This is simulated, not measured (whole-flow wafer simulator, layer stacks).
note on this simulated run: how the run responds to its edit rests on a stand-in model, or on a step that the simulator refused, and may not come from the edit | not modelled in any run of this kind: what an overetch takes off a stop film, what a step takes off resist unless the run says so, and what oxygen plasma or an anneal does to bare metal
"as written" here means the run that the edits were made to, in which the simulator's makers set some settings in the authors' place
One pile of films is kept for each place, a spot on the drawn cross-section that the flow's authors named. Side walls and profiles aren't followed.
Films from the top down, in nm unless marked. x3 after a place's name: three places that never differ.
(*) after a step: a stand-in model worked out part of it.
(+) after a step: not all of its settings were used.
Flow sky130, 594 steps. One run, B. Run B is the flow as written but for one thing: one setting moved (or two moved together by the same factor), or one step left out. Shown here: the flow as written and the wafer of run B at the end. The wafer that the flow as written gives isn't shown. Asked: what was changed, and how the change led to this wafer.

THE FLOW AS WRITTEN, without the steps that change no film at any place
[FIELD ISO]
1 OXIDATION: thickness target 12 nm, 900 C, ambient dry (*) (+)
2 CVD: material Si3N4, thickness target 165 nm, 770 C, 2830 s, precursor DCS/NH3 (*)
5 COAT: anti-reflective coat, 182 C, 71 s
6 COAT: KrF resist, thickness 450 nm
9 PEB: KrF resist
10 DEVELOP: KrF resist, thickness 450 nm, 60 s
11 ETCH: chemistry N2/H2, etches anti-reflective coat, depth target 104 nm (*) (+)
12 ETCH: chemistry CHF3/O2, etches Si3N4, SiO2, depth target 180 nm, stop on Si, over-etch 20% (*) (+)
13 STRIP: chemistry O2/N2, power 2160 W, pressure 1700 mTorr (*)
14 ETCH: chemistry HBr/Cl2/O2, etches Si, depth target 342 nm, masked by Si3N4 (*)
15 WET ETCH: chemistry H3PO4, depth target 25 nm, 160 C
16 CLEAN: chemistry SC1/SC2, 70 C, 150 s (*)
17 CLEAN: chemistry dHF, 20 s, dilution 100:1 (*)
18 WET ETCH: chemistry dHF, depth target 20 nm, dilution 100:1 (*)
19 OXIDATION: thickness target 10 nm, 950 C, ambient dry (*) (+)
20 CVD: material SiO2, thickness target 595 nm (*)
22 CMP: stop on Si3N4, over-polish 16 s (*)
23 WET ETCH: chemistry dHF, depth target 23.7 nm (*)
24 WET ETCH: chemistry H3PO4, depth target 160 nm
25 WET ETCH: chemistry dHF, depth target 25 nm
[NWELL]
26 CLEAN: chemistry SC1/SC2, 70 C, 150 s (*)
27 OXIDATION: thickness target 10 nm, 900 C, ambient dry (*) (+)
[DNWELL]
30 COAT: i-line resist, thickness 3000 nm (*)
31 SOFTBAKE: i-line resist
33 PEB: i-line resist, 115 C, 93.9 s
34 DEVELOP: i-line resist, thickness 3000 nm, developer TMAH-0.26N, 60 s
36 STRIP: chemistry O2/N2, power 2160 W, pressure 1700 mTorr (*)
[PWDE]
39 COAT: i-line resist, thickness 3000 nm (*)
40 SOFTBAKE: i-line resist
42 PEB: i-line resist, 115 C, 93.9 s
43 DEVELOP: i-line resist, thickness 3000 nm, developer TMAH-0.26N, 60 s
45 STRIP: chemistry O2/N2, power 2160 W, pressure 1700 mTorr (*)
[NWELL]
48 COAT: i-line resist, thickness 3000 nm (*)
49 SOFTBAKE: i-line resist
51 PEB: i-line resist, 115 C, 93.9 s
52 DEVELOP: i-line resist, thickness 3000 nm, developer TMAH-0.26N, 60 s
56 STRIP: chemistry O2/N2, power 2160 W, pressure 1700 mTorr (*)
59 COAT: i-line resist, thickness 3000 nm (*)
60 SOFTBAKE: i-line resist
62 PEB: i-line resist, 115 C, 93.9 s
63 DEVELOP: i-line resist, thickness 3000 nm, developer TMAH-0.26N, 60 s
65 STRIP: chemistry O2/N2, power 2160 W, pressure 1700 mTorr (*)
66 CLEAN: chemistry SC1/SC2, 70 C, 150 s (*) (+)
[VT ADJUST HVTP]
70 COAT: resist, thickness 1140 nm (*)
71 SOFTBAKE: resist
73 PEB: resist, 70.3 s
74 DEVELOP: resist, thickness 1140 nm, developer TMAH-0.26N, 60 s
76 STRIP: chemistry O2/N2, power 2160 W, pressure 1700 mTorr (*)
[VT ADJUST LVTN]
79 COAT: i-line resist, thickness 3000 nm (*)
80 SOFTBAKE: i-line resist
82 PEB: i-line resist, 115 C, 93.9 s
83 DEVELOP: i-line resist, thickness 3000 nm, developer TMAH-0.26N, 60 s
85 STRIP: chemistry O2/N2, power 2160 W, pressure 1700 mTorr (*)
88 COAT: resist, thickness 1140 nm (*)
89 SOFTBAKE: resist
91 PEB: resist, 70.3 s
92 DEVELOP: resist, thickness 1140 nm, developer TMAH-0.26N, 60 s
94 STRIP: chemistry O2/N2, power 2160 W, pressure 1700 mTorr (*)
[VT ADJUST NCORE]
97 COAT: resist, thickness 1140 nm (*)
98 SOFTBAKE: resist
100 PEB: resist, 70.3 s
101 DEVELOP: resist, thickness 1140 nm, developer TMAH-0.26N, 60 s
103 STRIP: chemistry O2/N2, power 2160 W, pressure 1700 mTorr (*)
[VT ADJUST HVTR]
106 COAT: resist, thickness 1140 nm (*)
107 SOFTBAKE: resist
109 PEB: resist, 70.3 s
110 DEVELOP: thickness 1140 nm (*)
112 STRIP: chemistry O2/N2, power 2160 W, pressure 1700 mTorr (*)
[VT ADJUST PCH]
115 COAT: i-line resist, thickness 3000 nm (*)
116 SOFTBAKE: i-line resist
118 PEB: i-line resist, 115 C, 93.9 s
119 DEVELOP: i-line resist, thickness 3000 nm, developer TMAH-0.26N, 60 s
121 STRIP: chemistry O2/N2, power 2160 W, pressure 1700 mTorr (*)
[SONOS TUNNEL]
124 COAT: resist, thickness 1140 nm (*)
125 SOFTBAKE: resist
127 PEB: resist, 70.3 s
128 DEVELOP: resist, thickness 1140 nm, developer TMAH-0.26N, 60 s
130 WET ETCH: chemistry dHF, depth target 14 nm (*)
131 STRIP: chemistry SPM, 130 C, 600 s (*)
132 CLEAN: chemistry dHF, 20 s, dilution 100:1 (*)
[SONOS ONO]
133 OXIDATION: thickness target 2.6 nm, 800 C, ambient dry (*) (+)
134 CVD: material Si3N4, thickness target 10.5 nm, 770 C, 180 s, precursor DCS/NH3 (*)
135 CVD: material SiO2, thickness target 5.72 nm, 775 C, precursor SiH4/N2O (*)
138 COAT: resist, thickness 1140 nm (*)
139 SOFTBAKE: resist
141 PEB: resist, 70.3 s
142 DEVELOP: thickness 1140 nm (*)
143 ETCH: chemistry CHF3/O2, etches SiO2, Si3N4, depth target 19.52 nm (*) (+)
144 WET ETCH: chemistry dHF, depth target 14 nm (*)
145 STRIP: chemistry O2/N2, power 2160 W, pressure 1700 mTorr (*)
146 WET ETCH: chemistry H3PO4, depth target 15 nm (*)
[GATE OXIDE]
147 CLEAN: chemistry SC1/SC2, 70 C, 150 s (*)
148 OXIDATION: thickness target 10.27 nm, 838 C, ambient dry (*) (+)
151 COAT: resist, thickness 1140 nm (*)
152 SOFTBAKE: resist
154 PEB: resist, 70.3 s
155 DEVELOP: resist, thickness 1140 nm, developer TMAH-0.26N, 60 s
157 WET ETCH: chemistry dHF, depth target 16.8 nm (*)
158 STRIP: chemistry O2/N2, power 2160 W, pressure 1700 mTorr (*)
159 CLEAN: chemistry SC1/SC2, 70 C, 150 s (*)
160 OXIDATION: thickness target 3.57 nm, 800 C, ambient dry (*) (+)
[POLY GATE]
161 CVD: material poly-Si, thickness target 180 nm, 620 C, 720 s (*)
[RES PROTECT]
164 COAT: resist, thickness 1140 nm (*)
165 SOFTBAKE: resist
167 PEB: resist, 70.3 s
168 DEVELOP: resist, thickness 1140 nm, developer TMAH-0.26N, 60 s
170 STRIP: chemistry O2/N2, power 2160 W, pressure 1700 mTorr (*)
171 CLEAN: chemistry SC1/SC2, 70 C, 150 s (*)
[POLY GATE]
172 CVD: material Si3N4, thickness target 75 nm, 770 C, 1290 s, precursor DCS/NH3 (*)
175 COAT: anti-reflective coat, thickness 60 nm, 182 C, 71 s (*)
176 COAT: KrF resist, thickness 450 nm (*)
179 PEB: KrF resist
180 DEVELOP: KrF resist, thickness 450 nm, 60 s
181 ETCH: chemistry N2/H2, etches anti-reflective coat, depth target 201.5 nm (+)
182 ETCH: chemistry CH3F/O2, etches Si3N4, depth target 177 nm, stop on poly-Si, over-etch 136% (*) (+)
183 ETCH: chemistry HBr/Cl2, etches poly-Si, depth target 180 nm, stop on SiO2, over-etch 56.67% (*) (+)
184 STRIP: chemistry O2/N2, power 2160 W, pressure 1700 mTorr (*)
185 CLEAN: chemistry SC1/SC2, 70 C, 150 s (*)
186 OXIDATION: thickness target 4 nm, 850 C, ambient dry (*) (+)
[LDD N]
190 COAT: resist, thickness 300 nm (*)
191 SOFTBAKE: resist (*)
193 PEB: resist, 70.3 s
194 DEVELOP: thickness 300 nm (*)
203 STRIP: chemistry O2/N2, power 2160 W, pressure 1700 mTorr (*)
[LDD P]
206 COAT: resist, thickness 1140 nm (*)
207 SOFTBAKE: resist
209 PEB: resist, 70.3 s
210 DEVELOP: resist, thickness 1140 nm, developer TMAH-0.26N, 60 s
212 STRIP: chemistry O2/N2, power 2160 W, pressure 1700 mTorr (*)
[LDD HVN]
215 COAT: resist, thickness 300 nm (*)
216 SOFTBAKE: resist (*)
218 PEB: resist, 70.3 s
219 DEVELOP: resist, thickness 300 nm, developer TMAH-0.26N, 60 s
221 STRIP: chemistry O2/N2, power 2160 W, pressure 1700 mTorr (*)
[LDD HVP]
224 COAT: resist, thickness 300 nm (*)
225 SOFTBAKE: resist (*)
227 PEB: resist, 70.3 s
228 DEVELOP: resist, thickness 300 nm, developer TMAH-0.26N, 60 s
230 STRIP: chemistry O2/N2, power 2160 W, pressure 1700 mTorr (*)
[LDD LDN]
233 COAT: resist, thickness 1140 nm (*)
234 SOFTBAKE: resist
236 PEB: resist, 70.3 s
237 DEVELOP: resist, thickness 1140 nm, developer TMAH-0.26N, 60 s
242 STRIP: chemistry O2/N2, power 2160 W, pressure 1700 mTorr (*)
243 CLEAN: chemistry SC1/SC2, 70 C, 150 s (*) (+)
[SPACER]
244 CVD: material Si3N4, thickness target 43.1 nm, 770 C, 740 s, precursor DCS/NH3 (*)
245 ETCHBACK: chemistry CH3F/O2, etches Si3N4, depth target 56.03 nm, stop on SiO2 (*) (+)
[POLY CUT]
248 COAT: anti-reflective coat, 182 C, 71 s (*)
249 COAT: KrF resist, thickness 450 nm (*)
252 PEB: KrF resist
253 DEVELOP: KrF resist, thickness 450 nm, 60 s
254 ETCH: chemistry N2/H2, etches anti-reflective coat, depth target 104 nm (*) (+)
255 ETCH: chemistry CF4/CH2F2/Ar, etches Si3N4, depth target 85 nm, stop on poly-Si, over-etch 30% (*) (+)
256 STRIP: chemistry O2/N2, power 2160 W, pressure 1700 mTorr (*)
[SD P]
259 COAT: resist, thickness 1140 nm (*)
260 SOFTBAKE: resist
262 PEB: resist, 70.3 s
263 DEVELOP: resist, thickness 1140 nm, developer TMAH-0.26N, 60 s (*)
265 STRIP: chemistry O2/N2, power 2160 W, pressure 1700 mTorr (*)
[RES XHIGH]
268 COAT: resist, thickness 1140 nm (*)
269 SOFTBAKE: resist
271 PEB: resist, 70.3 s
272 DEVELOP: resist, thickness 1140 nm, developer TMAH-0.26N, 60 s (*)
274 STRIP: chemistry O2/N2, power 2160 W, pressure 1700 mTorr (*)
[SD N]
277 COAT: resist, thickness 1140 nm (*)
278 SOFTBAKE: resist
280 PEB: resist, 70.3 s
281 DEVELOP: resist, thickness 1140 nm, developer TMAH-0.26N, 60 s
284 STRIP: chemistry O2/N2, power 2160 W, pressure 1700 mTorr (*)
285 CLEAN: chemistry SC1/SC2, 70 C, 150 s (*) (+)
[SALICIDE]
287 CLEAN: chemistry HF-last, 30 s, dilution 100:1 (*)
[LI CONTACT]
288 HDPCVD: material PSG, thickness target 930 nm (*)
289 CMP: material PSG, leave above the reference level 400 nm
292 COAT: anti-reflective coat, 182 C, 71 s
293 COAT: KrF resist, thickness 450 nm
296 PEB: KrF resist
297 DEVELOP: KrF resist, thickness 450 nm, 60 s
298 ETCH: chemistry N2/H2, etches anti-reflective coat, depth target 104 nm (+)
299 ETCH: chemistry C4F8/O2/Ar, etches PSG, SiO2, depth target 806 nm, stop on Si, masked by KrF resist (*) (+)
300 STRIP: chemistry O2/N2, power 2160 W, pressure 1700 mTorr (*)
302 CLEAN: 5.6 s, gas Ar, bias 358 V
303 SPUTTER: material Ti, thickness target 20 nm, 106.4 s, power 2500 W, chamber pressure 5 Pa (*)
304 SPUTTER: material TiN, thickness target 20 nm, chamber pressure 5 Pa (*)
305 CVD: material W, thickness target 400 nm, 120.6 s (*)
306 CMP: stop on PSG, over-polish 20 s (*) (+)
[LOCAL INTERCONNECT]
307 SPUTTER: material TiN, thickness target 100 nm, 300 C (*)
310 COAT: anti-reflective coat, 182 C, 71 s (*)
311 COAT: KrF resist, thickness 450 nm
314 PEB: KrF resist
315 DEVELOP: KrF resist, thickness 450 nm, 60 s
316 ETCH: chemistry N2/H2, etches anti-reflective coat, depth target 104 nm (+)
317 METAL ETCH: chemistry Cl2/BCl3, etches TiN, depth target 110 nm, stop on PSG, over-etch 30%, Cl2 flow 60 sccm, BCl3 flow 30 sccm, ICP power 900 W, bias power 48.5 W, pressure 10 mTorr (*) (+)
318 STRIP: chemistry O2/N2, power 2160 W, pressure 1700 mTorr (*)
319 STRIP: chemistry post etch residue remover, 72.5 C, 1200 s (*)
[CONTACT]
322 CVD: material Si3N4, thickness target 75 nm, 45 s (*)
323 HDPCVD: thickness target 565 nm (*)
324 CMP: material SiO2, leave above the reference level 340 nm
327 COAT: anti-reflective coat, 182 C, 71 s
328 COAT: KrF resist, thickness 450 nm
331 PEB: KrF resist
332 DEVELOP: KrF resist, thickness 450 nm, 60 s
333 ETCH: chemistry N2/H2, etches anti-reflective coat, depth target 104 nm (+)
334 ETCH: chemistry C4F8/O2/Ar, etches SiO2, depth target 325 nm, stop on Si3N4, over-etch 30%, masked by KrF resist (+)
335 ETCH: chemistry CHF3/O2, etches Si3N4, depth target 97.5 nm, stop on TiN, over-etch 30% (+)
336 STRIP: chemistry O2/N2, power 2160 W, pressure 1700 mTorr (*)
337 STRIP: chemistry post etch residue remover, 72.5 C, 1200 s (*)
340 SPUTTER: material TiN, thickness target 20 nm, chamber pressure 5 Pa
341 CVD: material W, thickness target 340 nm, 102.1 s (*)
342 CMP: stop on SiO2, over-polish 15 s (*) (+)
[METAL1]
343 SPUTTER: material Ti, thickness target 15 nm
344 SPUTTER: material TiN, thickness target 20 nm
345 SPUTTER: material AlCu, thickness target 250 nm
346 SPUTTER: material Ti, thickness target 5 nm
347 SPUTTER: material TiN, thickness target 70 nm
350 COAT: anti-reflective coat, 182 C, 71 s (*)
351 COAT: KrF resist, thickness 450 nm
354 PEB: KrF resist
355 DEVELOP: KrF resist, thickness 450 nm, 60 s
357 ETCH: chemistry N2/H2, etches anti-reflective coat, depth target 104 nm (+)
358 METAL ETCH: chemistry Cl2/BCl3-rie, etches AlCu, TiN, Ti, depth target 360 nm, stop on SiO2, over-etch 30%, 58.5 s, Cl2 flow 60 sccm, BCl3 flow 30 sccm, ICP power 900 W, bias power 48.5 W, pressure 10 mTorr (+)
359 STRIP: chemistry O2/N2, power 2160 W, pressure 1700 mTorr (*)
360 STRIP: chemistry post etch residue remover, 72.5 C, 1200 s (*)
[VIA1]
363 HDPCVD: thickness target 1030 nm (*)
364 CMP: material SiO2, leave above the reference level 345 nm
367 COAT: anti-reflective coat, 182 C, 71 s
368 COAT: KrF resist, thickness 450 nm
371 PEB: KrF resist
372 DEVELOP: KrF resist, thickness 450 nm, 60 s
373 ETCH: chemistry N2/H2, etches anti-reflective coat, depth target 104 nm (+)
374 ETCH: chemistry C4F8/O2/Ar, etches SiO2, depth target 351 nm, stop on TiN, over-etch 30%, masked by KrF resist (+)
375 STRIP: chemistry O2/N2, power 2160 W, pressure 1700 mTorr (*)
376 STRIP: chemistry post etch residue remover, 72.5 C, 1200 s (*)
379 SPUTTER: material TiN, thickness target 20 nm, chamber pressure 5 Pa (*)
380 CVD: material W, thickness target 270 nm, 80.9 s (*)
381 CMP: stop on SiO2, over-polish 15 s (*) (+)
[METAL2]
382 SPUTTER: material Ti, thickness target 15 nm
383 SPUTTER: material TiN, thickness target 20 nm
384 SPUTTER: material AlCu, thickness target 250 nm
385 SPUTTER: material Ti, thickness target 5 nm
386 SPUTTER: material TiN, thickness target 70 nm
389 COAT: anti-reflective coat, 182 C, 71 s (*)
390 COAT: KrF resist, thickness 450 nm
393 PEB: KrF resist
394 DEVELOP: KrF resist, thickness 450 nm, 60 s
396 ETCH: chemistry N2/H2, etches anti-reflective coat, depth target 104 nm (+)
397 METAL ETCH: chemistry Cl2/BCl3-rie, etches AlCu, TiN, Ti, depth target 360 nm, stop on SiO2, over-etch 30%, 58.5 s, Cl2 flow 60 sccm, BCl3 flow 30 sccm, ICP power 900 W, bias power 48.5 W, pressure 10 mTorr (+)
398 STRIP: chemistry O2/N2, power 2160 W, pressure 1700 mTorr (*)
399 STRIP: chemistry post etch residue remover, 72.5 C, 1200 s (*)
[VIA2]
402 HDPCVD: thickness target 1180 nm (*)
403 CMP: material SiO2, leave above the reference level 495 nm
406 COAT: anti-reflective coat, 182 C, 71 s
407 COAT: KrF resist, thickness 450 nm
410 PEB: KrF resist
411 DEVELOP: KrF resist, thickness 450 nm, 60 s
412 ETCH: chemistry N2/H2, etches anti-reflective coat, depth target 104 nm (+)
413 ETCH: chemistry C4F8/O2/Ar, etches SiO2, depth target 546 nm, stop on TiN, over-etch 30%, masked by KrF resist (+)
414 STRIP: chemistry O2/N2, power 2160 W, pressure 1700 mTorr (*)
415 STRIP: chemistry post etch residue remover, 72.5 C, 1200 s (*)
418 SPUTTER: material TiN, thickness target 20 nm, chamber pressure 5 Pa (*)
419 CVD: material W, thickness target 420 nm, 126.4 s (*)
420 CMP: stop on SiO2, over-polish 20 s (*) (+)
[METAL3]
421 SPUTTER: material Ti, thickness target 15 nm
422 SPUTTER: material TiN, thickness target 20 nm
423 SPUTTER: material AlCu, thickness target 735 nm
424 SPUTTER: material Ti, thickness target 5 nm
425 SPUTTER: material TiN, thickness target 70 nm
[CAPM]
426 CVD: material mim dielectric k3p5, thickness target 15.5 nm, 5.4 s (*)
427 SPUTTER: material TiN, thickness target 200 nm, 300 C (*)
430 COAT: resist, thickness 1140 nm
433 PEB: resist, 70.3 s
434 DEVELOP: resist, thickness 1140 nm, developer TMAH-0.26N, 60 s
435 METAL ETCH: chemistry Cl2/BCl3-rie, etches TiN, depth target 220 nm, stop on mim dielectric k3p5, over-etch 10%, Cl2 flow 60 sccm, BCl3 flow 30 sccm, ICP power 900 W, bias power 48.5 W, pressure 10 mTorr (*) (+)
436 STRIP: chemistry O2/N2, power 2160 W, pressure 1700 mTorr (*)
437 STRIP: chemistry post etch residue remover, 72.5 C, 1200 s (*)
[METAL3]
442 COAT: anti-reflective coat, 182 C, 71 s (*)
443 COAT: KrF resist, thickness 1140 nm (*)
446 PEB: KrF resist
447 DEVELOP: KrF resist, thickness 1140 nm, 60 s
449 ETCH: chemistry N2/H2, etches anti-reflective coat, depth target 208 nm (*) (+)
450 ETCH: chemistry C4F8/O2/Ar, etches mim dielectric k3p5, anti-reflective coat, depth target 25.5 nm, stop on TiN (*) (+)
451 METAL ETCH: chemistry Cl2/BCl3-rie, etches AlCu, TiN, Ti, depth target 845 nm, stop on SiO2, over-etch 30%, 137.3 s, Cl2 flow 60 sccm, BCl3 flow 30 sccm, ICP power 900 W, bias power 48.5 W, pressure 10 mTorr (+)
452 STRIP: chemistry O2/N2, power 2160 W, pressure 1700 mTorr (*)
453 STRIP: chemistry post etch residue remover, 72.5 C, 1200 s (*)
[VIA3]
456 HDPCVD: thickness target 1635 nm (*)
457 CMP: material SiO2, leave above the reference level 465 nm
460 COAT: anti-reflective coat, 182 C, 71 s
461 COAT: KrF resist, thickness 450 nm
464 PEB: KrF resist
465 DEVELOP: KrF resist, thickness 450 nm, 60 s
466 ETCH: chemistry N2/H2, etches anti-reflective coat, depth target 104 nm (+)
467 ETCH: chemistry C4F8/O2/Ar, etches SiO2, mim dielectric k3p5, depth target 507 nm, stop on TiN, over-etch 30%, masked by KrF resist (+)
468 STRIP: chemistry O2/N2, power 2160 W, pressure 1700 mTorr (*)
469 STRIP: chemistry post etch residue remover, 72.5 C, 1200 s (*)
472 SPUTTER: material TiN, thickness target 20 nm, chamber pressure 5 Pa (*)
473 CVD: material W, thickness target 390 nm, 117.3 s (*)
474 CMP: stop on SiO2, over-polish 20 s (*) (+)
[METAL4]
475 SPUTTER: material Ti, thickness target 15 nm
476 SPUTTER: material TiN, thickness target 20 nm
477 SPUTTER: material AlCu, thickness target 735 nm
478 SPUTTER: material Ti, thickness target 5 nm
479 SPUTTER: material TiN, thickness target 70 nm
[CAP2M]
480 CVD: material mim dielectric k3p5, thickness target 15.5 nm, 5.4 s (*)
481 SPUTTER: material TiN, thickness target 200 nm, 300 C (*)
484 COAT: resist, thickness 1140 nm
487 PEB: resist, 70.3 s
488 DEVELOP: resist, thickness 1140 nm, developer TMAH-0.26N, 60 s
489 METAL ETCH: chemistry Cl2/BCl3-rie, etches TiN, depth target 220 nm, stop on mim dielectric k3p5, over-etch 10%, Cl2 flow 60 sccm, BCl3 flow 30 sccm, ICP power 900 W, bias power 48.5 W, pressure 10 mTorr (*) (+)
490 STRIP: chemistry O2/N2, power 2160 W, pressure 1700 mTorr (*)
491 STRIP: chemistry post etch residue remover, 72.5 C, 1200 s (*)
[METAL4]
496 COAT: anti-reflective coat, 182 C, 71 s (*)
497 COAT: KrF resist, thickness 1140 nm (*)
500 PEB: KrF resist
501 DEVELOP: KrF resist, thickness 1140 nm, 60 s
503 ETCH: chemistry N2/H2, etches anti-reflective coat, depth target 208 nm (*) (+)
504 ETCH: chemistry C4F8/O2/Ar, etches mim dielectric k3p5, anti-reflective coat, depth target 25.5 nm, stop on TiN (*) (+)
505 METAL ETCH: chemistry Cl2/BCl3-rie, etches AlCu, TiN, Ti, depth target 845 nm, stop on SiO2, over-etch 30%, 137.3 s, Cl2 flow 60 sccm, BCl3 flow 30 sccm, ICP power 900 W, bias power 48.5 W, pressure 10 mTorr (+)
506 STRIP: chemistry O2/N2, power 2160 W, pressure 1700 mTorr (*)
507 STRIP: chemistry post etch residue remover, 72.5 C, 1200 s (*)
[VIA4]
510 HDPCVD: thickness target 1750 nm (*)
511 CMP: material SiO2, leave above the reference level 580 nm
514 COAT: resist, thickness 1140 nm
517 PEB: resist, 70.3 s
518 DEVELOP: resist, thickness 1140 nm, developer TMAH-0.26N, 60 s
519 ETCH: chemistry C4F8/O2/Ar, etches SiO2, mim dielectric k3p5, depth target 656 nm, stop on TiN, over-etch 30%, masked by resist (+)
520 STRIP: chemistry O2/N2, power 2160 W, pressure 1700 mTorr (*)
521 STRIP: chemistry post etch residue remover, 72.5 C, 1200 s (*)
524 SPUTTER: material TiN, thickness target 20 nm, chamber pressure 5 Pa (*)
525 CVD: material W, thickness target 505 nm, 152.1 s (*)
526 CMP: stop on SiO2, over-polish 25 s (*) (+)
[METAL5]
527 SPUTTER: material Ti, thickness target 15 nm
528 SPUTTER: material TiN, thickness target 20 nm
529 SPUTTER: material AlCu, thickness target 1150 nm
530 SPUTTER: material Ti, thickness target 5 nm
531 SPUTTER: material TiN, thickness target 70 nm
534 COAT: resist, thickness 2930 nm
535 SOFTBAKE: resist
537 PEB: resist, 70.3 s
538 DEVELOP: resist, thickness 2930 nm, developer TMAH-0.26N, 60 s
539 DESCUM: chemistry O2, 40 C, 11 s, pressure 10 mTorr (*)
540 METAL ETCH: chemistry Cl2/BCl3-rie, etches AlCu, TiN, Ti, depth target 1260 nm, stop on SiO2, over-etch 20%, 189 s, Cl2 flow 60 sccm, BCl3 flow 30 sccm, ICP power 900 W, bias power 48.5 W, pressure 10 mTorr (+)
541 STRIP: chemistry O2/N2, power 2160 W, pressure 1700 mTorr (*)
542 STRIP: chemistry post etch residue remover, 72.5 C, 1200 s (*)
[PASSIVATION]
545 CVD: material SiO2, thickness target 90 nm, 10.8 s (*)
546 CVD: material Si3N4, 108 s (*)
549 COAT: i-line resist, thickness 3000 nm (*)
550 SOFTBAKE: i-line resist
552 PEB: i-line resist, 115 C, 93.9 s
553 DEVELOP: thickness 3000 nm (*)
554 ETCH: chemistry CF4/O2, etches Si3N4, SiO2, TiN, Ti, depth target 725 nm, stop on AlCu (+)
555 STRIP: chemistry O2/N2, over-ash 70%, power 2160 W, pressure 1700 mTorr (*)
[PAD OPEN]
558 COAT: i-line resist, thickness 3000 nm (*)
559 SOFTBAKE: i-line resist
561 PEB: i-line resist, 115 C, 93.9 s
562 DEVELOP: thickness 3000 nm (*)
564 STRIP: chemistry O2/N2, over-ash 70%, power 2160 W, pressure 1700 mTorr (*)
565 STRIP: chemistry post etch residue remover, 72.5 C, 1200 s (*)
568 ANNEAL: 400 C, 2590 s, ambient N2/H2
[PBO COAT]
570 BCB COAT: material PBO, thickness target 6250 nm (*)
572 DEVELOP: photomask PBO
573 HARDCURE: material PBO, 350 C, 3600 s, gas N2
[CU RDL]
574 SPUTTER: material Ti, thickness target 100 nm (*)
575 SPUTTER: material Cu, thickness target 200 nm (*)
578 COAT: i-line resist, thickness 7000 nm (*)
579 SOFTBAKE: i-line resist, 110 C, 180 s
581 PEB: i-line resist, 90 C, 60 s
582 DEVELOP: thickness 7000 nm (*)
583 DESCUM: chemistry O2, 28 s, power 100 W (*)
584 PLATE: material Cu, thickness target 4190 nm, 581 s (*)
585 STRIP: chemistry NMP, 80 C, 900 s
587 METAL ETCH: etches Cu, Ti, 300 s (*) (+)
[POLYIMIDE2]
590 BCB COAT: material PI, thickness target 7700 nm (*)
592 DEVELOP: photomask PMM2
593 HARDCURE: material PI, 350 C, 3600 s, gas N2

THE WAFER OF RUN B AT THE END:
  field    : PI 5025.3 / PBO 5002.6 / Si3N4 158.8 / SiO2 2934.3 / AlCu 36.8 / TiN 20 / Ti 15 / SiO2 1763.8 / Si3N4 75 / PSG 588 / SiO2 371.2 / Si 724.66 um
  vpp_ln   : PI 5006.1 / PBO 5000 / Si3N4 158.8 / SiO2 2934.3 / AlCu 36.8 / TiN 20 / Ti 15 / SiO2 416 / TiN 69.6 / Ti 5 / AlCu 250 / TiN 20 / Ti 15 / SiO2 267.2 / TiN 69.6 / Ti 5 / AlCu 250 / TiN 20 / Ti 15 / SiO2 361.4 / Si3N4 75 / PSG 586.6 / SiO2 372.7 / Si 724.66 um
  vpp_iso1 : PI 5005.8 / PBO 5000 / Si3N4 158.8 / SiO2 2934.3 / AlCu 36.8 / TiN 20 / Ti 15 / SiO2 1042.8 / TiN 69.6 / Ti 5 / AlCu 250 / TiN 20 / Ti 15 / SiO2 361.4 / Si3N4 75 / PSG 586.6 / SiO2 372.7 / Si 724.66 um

The cause: step 423, SPUTTER: thickness target 1066 nm was run, where the flow has thickness target 735 nm.

How the change led to this, step by step:
  423 SPUTTER: material AlCu, thickness target 735 nm
      field, active, n_well and 188 more: AlCu +1066 (new film) (as written it would be: AlCu +735 (new film))
  451 METAL ETCH: chemistry Cl2/BCl3-rie, etches AlCu, TiN, Ti, depth target 845 nm, stop on SiO2, over-etch 30%, 137.3 s, Cl2 flow 60 sccm, BCl3 flow 30 sccm, ICP power 900 W, bias power 48.5 W, pressure 10 mTorr (+)
      field, gate, spacer and 68 more: TiN -70 (all of it), Ti -5 (all of it), AlCu -1023.5 (as written it would be: TiN -70 (all of it), Ti -5 (all of it), AlCu -735 (all of it), TiN -20 (all of it), Ti -15 (all of it), SiO2 -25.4)
      active, vpp_ln, vpp_iso2 and 11 more: TiN -70 (all of it), Ti -5 (all of it), AlCu -1023.5 (as written it would be: TiN -70 (all of it), Ti -5 (all of it), AlCu -735 (all of it), TiN -20 (all of it), Ti -15 (all of it), SiO2 -25.3)
  453 STRIP: chemistry post etch residue remover, 72.5 C, 1200 s (*)
      field, active, gate and 82 more: AlCu -5.72 (as written it would be: nothing)
  456 HDPCVD: thickness target 1635 nm (*)
      field, active, gate and 82 more: SiO2 +1635 (new film) (as written it would be: SiO2 +1635)
  457 CMP: material SiO2, leave above the reference level 465 nm
      field, active, gate and 82 more: SiO2 -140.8 (as written it would be: SiO2 -374.7)
Counting metal films that touch as one body, field has 1 body; the flow as written gives 0 bodies.
Counting metal films that touch as one body, vpp_ln has 3 bodies (between them, from the top down: SiO2 416; SiO2 267.2); the flow as written gives 2 bodies (between them, from the top down: SiO2 267.2).
Counting metal films that touch as one body, vpp_iso1 has 2 bodies (between them, from the top down: SiO2 1042.8); the flow as written gives 1 body.
